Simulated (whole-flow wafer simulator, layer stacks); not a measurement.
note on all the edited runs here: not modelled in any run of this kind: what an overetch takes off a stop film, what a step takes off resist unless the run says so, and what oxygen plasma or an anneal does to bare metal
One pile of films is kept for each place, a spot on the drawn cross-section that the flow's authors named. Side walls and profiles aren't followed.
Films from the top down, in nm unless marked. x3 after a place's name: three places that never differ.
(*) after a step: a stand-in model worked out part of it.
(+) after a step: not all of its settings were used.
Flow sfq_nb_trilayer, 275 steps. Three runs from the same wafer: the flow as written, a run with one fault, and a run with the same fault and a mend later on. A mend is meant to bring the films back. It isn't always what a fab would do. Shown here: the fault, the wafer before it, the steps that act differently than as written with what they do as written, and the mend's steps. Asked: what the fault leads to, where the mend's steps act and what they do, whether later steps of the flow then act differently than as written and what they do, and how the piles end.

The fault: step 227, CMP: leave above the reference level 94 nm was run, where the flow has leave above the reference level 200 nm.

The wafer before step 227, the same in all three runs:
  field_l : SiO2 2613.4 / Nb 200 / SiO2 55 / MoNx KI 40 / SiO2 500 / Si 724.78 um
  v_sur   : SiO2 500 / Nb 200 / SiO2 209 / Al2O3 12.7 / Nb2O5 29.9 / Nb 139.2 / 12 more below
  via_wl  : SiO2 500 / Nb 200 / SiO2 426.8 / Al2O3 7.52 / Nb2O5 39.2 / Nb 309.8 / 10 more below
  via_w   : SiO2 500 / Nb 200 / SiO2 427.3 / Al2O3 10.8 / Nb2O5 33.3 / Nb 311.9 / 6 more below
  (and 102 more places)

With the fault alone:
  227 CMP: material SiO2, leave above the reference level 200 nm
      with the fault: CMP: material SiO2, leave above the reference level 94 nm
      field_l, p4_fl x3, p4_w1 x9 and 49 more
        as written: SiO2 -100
        with the fault: SiO2 -206
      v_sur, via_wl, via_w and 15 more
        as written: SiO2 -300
        with the fault: SiO2 -406
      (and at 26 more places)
  Later steps of the flow that act differently than as written (3 more steps differ only slightly, by at most 2% or 0.5 nm, whichever is larger, and aren't shown):
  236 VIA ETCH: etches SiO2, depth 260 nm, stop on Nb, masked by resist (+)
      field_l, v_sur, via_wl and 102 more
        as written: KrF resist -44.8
        with the fault: KrF resist -24.3
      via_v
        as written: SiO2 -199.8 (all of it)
        with the fault: SiO2 -93.8 (all of it)
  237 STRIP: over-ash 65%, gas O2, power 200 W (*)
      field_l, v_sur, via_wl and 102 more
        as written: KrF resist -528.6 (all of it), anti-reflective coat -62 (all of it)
        with the fault: KrF resist -549.2 (all of it), anti-reflective coat -62 (all of it)
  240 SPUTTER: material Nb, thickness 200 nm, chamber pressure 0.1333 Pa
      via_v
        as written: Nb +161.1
        with the fault: Nb +187.4
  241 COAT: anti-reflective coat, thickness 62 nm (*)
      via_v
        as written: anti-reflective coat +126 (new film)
        with the fault: anti-reflective coat +103.3 (new film)
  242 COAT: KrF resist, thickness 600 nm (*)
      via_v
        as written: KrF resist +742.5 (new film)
        with the fault: KrF resist +650 (new film)
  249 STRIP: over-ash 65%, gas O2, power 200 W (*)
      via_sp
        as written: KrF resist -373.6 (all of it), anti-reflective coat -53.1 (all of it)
        with the fault: KrF resist -382.7 (all of it), anti-reflective coat -52.8 (all of it)
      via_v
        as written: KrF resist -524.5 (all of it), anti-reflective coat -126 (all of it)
        with the fault: KrF resist -432.3 (all of it), anti-reflective coat -103.3 (all of it)
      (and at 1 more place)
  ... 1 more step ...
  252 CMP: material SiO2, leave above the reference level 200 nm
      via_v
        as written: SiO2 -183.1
        with the fault: SiO2 -194.5
  At the end the piles differ from the flow's by more than 2% or 0.5 nm, whichever is larger, at field_l, v_sur, via_wl and 103 more.
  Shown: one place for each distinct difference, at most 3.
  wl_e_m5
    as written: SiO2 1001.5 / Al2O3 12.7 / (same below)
    with the fault: SiO2 895.5 / Al2O3 12.7 / (same below)
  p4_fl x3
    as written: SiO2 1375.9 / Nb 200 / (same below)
    with the fault: SiO2 1269.9 / Nb 200 / (same below)
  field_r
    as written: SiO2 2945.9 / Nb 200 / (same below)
    with the fault: SiO2 2839.9 / Nb 200 / (same below)

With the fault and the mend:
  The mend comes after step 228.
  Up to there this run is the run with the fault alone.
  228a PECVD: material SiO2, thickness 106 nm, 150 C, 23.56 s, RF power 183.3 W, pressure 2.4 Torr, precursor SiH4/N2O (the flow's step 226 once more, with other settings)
      field_l, v_sur, via_wl and 103 more
        SiO2 +106
  No later step of the flow acts differently than as written, at any place that is followed, by more than 2% or 0.5 nm, whichever is larger.
  At the end the piles are the same as the flow's at every place that both follow.
